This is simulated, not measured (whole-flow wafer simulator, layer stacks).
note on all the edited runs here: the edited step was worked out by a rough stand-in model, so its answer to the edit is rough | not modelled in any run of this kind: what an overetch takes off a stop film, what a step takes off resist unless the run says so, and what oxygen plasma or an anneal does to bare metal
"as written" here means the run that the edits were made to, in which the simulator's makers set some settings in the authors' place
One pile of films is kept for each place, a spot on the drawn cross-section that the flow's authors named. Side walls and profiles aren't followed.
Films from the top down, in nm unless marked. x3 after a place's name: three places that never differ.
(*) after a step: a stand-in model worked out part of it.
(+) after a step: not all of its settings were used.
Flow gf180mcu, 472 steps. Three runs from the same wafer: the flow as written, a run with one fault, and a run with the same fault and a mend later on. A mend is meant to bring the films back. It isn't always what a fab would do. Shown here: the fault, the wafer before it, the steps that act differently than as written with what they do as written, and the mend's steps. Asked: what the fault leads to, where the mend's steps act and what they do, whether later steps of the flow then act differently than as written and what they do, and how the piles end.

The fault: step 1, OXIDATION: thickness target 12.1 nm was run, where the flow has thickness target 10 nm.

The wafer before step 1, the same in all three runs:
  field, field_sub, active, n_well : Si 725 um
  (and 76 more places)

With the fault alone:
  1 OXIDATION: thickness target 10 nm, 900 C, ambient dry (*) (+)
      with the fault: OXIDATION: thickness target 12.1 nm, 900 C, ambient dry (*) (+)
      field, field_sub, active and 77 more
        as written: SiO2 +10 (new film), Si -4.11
        with the fault: SiO2 +12.1 (new film), Si -5.04
  Later steps of the flow that act differently than as written (100 more steps differ only slightly, by at most 2% or 0.5 nm, whichever is larger, and aren't shown):
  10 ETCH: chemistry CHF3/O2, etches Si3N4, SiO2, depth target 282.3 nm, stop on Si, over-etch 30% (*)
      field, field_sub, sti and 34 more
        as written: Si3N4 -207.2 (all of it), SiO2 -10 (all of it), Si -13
        with the fault: Si3N4 -207.2 (all of it), SiO2 -12.1 (all of it), Si -12.6
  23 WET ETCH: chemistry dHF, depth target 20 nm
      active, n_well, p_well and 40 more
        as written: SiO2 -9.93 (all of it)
        with the fault: SiO2 -12 (all of it)
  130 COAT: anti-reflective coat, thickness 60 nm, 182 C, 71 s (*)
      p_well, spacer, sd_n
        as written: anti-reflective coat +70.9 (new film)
        with the fault: anti-reflective coat +72.9 (new film)
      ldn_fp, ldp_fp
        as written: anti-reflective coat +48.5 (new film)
        with the fault: anti-reflective coat +47.5 (new film)
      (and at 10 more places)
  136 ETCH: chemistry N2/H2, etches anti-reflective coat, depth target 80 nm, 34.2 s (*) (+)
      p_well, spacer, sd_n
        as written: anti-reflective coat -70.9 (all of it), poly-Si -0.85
        with the fault: anti-reflective coat -72.9 (all of it), poly-Si -0.8
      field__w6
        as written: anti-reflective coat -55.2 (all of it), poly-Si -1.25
        with the fault: anti-reflective coat -54 (all of it), poly-Si -1.28
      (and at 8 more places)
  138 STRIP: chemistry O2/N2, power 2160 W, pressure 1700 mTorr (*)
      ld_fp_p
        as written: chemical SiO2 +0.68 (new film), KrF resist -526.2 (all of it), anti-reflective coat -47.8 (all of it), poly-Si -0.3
        with the fault: chemical SiO2 +0.68 (new film), KrF resist -526.3 (all of it), anti-reflective coat -46.6 (all of it), poly-Si -0.3
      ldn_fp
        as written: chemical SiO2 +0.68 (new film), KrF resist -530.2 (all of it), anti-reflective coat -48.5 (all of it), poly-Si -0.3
        with the fault: chemical SiO2 +0.68 (new film), KrF resist -530.3 (all of it), anti-reflective coat -47.5 (all of it), poly-Si -0.3
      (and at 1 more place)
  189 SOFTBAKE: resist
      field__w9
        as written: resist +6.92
        with the fault: resist -3.08
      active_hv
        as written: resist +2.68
        with the fault: resist -0.48
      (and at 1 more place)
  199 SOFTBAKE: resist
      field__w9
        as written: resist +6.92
        with the fault: resist -3.08
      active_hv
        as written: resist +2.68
        with the fault: resist -0.48
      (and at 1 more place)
  At the end the piles differ from the flow's only slightly at the places that both follow, by at most 2% or 0.5 nm, whichever is larger.

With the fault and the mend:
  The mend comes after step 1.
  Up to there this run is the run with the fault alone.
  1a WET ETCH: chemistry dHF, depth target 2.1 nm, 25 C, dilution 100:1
      field, field_sub, active and 77 more
        SiO2 -2.1
  No later step of the flow acts differently than as written at any place that is followed.
  At the end the piles differ from the flow's only slightly at the places that both follow, by at most 2% or 0.5 nm, whichever is larger.
